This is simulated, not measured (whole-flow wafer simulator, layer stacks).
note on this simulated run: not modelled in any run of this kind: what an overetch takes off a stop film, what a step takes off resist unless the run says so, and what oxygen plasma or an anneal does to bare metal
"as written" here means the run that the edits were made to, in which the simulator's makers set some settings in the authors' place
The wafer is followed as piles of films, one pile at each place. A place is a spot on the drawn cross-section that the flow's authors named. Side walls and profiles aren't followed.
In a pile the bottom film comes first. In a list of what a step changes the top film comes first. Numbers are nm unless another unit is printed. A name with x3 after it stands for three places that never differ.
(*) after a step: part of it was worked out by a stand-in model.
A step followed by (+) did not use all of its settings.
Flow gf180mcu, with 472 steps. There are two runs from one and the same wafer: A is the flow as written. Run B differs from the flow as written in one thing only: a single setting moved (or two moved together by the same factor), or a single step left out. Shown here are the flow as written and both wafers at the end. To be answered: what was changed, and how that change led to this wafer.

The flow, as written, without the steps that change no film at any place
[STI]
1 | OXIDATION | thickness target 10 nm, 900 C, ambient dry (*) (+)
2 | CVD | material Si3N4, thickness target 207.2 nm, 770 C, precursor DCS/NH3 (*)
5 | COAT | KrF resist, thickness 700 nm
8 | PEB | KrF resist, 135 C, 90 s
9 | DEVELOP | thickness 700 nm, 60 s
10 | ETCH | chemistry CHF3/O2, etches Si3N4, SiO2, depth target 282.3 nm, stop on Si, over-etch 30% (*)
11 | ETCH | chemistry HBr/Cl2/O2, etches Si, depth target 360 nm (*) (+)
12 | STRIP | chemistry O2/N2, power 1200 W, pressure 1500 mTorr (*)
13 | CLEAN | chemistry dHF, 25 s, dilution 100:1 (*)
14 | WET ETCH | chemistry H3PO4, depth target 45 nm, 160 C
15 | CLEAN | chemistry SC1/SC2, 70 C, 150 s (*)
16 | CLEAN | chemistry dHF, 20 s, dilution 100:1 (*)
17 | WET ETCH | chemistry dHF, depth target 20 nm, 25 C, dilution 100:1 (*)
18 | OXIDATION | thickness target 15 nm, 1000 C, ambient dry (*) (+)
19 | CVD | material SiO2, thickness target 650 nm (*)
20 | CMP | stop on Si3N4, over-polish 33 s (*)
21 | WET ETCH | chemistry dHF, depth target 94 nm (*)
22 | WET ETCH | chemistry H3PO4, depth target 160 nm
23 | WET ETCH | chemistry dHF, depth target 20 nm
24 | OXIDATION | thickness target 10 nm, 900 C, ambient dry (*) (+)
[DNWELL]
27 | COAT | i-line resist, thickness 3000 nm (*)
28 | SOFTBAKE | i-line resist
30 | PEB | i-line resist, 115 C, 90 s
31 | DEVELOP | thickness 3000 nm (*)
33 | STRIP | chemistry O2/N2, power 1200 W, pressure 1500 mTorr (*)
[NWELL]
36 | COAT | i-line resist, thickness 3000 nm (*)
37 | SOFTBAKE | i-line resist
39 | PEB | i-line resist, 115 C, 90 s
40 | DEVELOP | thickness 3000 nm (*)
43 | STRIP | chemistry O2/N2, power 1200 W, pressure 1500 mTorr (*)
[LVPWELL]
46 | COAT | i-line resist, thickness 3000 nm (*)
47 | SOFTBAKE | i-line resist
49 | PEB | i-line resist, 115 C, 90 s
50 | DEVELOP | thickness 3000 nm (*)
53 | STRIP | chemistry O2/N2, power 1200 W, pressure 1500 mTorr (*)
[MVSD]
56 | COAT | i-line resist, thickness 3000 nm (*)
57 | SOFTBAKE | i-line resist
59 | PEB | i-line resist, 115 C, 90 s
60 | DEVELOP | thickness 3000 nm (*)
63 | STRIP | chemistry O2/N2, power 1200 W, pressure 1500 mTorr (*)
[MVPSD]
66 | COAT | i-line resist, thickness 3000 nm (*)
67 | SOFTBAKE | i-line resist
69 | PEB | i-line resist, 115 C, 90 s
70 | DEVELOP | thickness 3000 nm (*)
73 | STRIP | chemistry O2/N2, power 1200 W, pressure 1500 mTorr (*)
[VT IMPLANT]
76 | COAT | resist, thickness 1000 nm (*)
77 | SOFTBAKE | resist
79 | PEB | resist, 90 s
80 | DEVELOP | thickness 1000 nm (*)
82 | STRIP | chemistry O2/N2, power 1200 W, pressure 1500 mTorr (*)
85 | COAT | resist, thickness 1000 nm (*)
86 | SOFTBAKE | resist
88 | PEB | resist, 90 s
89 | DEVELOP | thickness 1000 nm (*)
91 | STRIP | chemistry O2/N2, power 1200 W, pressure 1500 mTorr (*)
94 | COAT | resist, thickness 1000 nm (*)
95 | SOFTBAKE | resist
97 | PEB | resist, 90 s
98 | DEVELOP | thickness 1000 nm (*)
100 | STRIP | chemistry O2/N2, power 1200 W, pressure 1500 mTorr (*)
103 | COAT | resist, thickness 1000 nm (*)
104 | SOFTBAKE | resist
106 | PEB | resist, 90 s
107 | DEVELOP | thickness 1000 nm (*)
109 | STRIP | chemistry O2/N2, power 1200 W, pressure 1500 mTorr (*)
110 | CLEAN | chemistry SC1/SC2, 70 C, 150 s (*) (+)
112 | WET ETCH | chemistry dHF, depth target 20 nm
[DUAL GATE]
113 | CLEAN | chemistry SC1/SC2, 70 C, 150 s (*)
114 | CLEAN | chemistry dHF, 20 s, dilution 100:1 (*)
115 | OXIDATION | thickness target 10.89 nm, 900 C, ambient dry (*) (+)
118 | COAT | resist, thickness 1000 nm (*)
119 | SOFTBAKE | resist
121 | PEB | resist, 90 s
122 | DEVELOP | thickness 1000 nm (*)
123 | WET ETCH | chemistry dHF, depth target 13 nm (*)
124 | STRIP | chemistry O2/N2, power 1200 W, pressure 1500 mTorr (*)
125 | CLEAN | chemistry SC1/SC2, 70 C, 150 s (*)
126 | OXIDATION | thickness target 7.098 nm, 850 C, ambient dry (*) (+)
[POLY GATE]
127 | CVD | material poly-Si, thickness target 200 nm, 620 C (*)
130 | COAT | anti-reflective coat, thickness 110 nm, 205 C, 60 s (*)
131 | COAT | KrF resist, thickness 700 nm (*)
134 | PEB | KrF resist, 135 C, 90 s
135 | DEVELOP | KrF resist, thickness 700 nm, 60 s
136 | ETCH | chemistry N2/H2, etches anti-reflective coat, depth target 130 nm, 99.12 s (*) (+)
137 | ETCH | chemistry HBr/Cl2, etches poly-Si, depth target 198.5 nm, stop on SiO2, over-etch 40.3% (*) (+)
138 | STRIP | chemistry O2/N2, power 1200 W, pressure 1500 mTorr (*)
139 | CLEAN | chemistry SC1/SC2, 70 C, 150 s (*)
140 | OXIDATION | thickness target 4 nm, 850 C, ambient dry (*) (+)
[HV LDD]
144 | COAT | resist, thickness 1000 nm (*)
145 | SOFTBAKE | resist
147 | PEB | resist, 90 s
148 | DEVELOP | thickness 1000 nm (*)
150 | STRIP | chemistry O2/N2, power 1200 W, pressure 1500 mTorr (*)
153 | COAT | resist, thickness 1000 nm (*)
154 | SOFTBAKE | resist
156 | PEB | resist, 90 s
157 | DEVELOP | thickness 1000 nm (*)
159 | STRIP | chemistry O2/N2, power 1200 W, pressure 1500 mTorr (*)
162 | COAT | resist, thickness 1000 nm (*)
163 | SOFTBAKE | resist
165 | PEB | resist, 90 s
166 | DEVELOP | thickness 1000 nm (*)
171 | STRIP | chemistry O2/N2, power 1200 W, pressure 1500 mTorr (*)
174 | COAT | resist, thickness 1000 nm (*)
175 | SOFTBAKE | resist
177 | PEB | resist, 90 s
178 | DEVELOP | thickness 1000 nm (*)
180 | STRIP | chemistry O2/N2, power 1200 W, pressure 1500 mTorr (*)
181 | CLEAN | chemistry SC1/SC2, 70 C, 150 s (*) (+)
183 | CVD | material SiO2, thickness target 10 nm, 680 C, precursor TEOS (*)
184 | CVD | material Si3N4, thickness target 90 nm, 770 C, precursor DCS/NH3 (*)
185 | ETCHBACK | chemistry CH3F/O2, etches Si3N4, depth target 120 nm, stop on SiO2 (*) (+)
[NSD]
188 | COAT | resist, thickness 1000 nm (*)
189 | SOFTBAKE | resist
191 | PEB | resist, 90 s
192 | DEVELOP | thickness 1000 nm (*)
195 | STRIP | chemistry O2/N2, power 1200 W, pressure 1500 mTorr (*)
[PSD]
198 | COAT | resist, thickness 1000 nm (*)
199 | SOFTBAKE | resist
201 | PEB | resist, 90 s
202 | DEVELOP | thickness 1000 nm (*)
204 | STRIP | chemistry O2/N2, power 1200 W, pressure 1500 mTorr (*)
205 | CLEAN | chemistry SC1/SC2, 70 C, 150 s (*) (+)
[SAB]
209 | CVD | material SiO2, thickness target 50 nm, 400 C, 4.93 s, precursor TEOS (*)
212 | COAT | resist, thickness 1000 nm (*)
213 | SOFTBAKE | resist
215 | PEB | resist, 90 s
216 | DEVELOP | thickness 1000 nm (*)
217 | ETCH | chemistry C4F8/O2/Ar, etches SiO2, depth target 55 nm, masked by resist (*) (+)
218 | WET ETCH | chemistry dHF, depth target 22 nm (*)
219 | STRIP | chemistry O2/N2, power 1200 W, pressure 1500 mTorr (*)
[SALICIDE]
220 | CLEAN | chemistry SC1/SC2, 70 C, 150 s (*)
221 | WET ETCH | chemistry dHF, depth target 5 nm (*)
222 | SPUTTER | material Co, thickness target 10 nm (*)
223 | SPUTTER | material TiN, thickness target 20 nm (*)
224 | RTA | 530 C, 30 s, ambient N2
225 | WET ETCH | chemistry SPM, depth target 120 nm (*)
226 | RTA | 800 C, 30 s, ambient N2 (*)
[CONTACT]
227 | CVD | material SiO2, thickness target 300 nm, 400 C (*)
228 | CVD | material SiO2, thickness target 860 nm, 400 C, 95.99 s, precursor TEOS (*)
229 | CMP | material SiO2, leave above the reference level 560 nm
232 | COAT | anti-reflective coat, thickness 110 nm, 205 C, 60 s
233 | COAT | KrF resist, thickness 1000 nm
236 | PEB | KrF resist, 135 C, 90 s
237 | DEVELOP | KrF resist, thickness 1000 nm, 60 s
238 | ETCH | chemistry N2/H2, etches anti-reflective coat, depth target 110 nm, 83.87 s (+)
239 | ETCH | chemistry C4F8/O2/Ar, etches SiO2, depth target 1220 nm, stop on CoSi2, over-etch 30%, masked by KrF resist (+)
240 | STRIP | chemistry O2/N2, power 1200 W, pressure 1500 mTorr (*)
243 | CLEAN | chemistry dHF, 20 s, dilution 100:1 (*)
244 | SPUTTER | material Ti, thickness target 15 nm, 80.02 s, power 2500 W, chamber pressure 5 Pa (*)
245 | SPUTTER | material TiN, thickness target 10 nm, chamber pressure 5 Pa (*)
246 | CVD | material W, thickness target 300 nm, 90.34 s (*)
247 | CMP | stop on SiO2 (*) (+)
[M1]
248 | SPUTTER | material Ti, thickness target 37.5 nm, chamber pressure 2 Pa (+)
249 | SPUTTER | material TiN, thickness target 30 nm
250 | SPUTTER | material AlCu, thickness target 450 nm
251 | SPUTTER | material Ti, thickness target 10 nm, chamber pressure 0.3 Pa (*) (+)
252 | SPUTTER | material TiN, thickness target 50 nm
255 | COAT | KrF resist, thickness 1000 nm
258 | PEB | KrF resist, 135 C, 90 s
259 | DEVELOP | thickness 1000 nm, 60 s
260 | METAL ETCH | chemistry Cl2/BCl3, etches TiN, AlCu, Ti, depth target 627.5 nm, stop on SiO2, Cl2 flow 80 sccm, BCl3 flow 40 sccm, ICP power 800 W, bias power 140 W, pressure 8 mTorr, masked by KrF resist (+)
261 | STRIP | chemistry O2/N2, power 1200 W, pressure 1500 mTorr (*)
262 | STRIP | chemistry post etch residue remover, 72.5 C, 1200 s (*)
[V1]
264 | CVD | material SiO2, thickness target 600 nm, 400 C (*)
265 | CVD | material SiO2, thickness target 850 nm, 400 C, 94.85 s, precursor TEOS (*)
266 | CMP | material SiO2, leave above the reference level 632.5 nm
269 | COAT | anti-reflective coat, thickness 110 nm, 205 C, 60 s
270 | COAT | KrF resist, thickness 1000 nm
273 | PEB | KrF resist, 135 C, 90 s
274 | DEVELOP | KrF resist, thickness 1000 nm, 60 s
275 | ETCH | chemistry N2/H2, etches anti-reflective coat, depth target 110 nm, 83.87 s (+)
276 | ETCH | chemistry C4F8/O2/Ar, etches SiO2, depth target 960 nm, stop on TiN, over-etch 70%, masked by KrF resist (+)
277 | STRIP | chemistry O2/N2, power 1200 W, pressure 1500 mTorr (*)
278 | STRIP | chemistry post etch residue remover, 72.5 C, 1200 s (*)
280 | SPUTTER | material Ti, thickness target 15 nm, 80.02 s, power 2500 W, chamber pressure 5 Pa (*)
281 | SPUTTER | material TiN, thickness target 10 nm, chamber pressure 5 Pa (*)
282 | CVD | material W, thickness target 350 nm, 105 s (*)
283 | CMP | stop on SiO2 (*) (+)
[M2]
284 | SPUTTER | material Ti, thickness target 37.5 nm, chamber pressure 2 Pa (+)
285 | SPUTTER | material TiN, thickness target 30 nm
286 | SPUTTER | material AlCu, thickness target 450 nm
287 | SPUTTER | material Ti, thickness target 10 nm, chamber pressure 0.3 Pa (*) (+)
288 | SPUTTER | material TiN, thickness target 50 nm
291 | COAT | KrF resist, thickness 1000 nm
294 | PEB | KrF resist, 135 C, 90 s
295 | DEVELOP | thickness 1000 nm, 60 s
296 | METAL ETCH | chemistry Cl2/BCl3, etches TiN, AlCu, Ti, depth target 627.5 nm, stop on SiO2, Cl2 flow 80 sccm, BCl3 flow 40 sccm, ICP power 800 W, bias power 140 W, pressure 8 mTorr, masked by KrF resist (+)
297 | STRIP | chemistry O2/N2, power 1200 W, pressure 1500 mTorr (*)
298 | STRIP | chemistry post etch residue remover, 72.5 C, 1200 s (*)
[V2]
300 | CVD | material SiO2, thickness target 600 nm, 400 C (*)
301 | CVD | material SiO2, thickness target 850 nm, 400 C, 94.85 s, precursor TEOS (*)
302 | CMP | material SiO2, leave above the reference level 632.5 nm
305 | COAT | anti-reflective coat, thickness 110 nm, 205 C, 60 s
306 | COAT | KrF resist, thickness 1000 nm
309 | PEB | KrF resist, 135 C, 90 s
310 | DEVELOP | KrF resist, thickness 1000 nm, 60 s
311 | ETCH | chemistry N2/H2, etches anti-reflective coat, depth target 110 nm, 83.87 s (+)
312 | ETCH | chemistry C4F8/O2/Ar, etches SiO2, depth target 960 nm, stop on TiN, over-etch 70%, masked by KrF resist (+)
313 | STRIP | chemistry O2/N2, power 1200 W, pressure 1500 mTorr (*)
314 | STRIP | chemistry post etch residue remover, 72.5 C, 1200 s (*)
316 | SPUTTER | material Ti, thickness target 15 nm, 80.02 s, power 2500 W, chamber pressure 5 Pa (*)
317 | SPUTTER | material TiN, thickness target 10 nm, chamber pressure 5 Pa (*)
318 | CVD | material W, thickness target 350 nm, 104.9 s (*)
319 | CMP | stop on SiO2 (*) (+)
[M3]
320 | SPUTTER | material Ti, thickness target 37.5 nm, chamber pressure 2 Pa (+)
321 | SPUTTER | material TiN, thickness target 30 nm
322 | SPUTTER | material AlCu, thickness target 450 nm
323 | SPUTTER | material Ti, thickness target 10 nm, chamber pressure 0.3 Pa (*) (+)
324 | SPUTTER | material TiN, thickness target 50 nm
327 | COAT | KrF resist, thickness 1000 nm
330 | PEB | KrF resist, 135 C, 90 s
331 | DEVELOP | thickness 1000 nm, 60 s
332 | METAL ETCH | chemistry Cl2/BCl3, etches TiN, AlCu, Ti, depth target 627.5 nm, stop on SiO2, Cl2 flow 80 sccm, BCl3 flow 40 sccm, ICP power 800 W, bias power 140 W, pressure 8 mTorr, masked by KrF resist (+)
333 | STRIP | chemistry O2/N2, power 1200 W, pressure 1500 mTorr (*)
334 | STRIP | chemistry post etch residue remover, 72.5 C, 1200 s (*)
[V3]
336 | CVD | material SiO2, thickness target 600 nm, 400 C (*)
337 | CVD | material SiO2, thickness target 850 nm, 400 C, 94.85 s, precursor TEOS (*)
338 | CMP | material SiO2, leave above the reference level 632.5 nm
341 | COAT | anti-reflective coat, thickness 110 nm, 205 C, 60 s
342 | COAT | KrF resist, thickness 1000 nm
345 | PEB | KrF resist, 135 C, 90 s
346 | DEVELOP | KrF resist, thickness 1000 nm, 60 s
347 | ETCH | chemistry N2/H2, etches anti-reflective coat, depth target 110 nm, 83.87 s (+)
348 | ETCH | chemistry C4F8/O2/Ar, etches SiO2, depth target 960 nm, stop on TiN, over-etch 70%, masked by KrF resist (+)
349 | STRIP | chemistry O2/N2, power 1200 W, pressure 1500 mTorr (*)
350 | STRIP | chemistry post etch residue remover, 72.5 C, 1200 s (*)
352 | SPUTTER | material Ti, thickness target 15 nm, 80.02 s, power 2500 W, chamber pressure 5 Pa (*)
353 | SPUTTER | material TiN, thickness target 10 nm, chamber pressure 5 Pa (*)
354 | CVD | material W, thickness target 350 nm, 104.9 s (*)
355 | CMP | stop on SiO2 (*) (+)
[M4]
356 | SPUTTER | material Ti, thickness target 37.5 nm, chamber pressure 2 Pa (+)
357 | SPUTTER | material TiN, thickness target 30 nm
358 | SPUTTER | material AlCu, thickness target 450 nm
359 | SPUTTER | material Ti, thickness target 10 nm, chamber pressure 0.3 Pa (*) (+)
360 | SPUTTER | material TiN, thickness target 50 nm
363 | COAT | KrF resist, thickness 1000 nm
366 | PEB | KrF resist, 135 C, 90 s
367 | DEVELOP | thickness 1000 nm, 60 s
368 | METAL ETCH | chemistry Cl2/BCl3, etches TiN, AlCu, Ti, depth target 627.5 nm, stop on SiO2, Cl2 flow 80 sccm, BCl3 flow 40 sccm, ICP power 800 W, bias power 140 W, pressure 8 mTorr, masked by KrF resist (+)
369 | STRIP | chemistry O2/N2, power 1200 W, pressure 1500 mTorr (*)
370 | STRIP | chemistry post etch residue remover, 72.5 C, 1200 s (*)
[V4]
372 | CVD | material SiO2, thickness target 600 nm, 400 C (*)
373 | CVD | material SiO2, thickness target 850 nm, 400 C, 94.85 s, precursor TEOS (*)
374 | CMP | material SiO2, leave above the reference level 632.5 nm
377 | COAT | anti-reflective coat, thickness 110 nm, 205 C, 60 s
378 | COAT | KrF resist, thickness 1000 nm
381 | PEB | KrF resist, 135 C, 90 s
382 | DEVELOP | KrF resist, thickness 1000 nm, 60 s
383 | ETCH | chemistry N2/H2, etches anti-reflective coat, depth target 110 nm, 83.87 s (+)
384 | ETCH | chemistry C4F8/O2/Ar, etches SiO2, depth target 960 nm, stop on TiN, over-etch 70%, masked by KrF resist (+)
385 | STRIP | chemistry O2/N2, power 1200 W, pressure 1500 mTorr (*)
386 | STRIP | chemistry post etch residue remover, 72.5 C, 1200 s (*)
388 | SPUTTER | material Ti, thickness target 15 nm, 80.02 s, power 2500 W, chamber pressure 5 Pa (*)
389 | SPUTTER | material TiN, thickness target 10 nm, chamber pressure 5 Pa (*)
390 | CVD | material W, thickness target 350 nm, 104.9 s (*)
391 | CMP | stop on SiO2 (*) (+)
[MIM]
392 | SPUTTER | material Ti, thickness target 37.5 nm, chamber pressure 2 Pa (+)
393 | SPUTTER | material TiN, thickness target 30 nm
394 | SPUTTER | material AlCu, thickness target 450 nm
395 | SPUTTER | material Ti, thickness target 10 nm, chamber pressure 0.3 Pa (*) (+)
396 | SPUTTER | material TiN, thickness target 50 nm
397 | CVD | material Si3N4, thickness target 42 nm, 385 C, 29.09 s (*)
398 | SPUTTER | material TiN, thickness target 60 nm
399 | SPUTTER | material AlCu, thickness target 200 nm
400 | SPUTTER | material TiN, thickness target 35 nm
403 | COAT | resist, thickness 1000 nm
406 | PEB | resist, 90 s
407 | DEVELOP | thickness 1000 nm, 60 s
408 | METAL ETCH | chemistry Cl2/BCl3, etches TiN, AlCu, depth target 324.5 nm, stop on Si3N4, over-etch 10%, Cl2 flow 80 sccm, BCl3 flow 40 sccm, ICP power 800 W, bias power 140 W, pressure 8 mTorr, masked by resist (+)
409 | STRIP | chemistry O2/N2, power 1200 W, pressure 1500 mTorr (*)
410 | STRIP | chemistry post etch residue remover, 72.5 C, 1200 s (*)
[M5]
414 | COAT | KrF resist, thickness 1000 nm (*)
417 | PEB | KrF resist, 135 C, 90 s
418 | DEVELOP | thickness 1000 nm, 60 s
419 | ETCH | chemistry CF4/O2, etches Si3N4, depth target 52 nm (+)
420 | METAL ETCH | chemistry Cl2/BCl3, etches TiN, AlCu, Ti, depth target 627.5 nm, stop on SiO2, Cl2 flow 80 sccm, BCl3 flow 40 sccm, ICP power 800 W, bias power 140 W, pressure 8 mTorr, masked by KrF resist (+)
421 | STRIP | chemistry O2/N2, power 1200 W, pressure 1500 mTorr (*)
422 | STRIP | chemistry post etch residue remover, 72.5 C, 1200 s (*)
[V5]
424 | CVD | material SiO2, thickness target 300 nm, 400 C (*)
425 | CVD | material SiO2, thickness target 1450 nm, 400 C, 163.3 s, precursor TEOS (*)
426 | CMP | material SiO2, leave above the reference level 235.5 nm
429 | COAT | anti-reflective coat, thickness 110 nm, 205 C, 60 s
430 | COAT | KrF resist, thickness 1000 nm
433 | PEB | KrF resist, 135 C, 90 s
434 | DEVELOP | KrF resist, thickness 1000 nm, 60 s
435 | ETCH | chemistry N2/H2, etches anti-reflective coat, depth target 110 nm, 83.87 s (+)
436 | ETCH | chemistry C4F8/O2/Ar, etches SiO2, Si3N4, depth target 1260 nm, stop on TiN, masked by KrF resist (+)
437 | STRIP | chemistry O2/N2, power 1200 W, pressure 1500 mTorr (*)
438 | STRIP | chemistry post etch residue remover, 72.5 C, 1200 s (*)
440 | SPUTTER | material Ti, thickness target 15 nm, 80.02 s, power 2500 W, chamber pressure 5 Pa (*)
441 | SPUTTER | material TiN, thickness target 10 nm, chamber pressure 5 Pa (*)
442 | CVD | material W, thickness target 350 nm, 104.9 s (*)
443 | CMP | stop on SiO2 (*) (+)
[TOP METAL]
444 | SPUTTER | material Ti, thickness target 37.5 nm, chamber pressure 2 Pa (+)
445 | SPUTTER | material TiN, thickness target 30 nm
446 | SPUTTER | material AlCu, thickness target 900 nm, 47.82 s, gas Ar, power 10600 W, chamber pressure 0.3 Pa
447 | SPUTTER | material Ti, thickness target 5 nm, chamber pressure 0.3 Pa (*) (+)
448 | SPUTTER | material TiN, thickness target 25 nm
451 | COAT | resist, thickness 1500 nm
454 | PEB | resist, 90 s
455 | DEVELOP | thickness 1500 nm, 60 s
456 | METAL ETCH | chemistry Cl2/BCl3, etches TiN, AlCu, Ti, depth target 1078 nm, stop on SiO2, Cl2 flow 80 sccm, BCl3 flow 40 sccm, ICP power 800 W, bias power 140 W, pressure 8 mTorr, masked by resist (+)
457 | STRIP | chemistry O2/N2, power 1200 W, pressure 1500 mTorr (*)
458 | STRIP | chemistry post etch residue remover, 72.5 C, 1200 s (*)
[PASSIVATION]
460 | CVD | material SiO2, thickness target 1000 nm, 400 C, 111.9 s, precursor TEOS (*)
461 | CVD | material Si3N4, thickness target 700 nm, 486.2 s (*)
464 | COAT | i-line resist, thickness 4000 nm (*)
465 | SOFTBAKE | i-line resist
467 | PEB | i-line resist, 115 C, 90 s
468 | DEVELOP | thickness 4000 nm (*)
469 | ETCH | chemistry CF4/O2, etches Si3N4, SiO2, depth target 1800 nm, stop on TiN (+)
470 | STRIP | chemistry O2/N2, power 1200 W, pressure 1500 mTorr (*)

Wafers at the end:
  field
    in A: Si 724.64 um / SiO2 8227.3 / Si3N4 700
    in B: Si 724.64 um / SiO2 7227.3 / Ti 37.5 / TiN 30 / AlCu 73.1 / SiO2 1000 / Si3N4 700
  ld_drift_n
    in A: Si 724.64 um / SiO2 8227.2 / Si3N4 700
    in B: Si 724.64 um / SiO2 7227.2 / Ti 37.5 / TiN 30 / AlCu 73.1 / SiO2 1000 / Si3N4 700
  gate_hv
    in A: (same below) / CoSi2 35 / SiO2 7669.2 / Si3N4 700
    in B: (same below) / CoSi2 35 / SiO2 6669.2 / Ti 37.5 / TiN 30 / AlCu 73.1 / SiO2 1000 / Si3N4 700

Cause: step 456, METAL ETCH: depth target 851.2 nm was run, though the flow has depth target 1078 nm.

The path from the change to this, step by step:
  456 | METAL ETCH | chemistry Cl2/BCl3, etches TiN, AlCu, Ti, depth target 1078 nm, stop on SiO2, Cl2 flow 80 sccm, BCl3 flow 40 sccm, ICP power 800 W, bias power 140 W, pressure 8 mTorr, masked by resist (+)
      field, field__w1, field__w2 and 103 more: A TiN loses 25 (all of it), Ti loses 5 (all of it), AlCu loses 900 (all of it), TiN loses 30 (all of it), Ti loses 37.5 (all of it) | B TiN loses 25 (all of it), Ti loses 5 (all of it), AlCu loses 821.2
      field__w8, contact, m1, m1__w1, pad, m1_nw: A resist loses 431 | B resist loses 340.5
  457 | STRIP | chemistry O2/N2, power 1200 W, pressure 1500 mTorr (*)
      field__w8, contact, m1, m1__w1, pad, m1_nw: A resist loses 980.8 (all of it) | B resist loses 1071.3 (all of it)
  458 | STRIP | chemistry post etch residue remover, 72.5 C, 1200 s (*)
      field, field__w1, field__w2 and 103 more: A nothing | B AlCu loses 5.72
  460 | CVD | material SiO2, thickness target 1000 nm, 400 C, 111.9 s, precursor TEOS (*)
      field, field__w1, field__w2 and 103 more: A SiO2 gains 1000 | B SiO2 gains 1000 (new film)
  464 | COAT | i-line resist, thickness 4000 nm (*)
      field__w8: A i-line resist gains 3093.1 (new film) | B i-line resist gains 3217.4 (new film)
      contact: A i-line resist gains 3153.6 (new film) | B i-line resist gains 3264.7 (new film)
      (also at 4 further places)
  465 | SOFTBAKE | i-line resist
      field__w5, field__w9: A i-line resist gains 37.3 | B i-line resist gains 30.2
      active_hv, ld_gate_n: A i-line resist gains 28.2 | B i-line resist gains 22.4
      (also at 65 further places)
  467 | PEB | i-line resist, 115 C, 90 s
      field__w8, m1__w1: A i-line resist loses 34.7 | B i-line resist loses 36.9
      contact, m1: A i-line resist loses 35.1 | B i-line resist loses 37.2
      (also at 2 further places)
  468 | DEVELOP | thickness 4000 nm (*)
      pad: A i-line resist loses 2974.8 (all of it) | B i-line resist loses 3112.1 (all of it)
  470 | STRIP | chemistry O2/N2, power 1200 W, pressure 1500 mTorr (*)
      field__w8, m1__w1: A i-line resist loses 1787.7 (all of it) | B i-line resist loses 1923.2 (all of it)
      contact: A i-line resist loses 1811.2 (all of it) | B i-line resist loses 1941.7 (all of it)
      (also at 2 further places)
If metal films that touch count as one body, field has 1 body; the flow as written gives 0 bodies.
If metal films that touch count as one body, ld_drift_n has 1 body; the flow as written gives 0 bodies.
If metal films that touch count as one body, gate_hv has 2 bodies (between them, from the top down: SiO2 6669.2); the flow as written gives 1 body.
